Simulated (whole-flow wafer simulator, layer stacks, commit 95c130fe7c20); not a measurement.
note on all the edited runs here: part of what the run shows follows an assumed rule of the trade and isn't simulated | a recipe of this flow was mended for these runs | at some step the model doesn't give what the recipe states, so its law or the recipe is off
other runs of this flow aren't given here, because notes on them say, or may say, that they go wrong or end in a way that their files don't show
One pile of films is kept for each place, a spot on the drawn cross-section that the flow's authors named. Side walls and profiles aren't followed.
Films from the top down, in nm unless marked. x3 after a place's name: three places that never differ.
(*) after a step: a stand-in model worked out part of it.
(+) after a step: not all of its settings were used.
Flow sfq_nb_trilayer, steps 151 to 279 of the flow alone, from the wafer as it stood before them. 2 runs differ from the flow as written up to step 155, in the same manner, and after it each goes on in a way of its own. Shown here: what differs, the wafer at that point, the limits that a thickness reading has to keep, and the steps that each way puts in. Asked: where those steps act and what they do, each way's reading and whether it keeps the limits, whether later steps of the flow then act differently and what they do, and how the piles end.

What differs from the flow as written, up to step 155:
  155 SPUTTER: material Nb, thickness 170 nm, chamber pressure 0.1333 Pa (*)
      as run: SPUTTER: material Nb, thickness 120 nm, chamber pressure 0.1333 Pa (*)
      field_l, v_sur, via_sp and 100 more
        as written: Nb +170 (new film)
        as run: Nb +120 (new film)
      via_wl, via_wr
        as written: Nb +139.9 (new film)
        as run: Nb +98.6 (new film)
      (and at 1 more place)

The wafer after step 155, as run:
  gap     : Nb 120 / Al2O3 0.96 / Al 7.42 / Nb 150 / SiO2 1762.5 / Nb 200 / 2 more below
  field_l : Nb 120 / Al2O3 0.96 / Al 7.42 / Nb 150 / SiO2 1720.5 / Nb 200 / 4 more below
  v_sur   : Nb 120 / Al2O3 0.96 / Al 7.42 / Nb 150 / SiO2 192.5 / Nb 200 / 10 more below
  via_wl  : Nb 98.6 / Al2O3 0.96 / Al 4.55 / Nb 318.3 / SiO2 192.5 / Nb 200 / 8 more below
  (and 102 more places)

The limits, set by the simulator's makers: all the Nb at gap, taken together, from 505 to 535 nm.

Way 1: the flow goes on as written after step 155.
  The reading after step 155: 470 nm, outside the limits.
  Later steps of the flow that act differently than as written (12 more steps differ only slightly, by at most 2% or 0.5 nm, whichever is larger, and aren't shown):
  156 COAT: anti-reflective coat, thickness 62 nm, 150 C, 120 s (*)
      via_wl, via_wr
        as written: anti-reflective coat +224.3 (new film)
        this way: anti-reflective coat +211.5 (new film)
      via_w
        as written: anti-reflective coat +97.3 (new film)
        this way: anti-reflective coat +93 (new film)
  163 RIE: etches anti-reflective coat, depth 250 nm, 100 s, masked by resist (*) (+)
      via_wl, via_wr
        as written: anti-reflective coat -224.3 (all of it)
        this way: anti-reflective coat -211.5 (all of it)
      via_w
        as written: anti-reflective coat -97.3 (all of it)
        this way: anti-reflective coat -93 (all of it)
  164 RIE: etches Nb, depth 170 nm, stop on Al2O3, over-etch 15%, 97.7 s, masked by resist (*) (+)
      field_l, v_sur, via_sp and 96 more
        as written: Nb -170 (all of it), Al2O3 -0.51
        this way: Nb -120 (all of it), Al2O3 -0.96 (all of it)
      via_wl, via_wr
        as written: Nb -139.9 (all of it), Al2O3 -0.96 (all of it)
        this way: Nb -98.6 (all of it), Al2O3 -0.96 (all of it)
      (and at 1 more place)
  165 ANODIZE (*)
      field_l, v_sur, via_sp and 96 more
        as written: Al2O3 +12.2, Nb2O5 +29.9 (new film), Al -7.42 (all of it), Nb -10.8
        this way: Al2O3 +12.2 (new film), Nb2O5 +30.7 (new film), Al -7.42 (all of it), Nb -11.1
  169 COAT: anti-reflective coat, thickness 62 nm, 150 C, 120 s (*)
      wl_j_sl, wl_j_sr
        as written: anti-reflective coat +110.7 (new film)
        this way: anti-reflective coat +94.2 (new film)
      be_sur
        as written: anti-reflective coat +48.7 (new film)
        this way: anti-reflective coat +54.4 (new film)
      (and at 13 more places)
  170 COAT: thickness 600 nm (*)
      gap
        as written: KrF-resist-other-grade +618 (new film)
        this way: KrF-resist-other-grade +604.2 (new film)
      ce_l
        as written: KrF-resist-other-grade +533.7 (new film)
        this way: KrF-resist-other-grade +565.2 (new film)
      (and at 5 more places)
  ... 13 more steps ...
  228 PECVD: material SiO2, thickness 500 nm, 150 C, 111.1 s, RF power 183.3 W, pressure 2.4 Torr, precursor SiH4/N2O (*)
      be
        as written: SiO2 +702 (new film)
        this way: SiO2 +645.9 (new film)
  At the end the piles differ from the flow's by more than 2% or 0.5 nm, whichever is larger, at v_sur, via_wl, via_w and 80 more.
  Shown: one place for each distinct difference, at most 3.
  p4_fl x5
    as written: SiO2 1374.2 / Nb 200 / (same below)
    this way: SiO2 1324.2 / Nb 200 / (same below)
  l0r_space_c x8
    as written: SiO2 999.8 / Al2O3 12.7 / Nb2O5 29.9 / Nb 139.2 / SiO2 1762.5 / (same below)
    this way: SiO2 949.8 / Al2O3 12.2 / Nb2O5 30.7 / Nb 138.9 / SiO2 1762.5 / (same below)
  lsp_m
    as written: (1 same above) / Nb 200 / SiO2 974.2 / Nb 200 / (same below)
    this way: (1 same above) / Nb 200 / SiO2 924.2 / Nb 200 / (same below)

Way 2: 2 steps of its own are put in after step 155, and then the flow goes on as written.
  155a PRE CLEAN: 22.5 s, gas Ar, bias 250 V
      field_l, v_sur, via_wl and 103 more
        Nb -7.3
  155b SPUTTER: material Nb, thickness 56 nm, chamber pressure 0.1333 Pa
      field_l, v_sur, via_sp and 100 more
        Nb +56
      via_wl, via_wr
        Nb +35.7
      via_w
        Nb +50.5
  The reading after step 155b: 518.7 nm, within the limits.
  Later steps of the flow that act differently than as written (26 more steps differ only slightly, by at most 2% or 0.5 nm, whichever is larger, and aren't shown):
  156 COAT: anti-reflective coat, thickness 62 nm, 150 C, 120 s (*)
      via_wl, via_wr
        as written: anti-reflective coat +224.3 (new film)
        this way: anti-reflective coat +250.2 (new film)
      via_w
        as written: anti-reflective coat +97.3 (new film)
        this way: anti-reflective coat +103.6 (new film)
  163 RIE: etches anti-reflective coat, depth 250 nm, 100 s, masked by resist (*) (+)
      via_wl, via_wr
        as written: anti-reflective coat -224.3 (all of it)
        this way: anti-reflective coat -250.2 (all of it)
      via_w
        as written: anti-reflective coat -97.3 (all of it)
        this way: anti-reflective coat -103.6 (all of it)
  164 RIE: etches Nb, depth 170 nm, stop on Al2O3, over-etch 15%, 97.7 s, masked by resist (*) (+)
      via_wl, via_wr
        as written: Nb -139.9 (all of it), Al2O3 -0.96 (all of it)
        this way: Nb -127 (all of it), Al2O3 -0.96 (all of it)
  At the end the piles differ from the flow's only slightly at the places that both follow, by at most 2% or 0.5 nm, whichever is larger.

Within the limits: way 2. Outside them: way 1.
